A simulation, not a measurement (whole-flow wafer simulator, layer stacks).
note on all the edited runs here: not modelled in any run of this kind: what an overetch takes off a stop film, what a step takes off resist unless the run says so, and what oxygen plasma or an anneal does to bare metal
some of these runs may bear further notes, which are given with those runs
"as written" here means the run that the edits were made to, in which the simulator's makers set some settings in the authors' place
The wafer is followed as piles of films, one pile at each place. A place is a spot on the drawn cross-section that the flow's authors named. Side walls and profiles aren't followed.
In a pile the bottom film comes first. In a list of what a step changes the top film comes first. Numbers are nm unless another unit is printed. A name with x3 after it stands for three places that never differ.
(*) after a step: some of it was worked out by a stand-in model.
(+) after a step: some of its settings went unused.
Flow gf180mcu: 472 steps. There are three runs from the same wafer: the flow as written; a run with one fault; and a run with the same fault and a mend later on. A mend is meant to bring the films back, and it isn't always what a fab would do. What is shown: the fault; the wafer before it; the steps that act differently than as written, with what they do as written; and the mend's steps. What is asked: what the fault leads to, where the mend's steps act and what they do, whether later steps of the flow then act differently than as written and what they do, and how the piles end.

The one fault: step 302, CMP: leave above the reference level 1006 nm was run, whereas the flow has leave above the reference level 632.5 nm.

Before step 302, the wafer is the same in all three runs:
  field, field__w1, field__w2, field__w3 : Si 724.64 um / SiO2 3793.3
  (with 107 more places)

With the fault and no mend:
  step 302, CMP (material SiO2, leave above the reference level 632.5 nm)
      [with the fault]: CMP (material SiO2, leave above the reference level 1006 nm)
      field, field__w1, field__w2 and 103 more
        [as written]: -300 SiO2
        [with the fault]: nothing
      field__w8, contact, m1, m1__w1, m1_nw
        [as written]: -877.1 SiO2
        [with the fault]: -503.9 SiO2
  Steps later in the flow that act otherwise than as written (4 other steps are not shown; they differ only slightly, by no more than 2% or 0.5 nm, whichever is larger):
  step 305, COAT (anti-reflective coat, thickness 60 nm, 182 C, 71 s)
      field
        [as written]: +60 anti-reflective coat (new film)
        [with the fault]: +89.3 anti-reflective coat (new film)
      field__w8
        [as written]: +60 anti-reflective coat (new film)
        [with the fault]: +22.9 anti-reflective coat (new film)
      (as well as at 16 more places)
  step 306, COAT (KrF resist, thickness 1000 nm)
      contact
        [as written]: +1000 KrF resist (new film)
        [with the fault]: +972.2 KrF resist (new film)
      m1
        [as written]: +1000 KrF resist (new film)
        [with the fault]: +967.8 KrF resist (new film)
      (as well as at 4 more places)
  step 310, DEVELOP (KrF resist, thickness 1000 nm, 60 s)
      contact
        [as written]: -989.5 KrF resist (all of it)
        [with the fault]: -961.9 KrF resist (all of it)
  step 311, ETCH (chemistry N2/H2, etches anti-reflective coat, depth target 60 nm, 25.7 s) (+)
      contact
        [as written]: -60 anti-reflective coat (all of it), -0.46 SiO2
        [with the fault]: -28 anti-reflective coat (all of it), -1.28 SiO2
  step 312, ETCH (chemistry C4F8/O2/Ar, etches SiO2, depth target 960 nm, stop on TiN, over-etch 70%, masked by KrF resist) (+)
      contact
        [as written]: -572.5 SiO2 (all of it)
        [with the fault]: -944.8 SiO2 (all of it)
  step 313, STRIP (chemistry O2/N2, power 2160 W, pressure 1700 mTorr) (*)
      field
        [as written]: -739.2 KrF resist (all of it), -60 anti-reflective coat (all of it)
        [with the fault]: -726.2 KrF resist (all of it), -89.3 anti-reflective coat (all of it)
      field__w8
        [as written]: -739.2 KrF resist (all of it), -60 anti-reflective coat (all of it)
        [with the fault]: -730.4 KrF resist (all of it), -22.9 anti-reflective coat (all of it)
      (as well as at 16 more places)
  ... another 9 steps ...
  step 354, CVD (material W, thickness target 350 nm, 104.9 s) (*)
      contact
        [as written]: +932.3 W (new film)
        [with the fault]: +1003.3 W (new film)
  The piles end different from the flow's at field, field__w1, field__w2 and 109 more by more than 2% or 0.5 nm, whichever is larger.
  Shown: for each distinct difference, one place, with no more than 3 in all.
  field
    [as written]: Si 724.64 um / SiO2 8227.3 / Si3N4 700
    [with the fault]: Si 724.64 um / SiO2 8597.8 / Si3N4 700
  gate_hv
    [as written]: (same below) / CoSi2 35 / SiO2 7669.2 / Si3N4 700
    [with the fault]: (same below) / CoSi2 35 / SiO2 8039.7 / Si3N4 700
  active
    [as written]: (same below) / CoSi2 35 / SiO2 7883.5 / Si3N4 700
    [with the fault]: (same below) / CoSi2 35 / SiO2 8254 / Si3N4 700

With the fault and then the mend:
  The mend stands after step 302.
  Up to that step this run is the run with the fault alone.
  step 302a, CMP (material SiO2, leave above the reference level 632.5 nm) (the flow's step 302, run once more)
      field, field__w1, field__w2 and 103 more
        -300 SiO2
      field__w8, contact, m1, m1__w1, m1_nw
        -373.2 SiO2
  Later steps of the flow that are run all act as written at every place that is followed.
  The piles end the same as the flow's at every place that both follow.
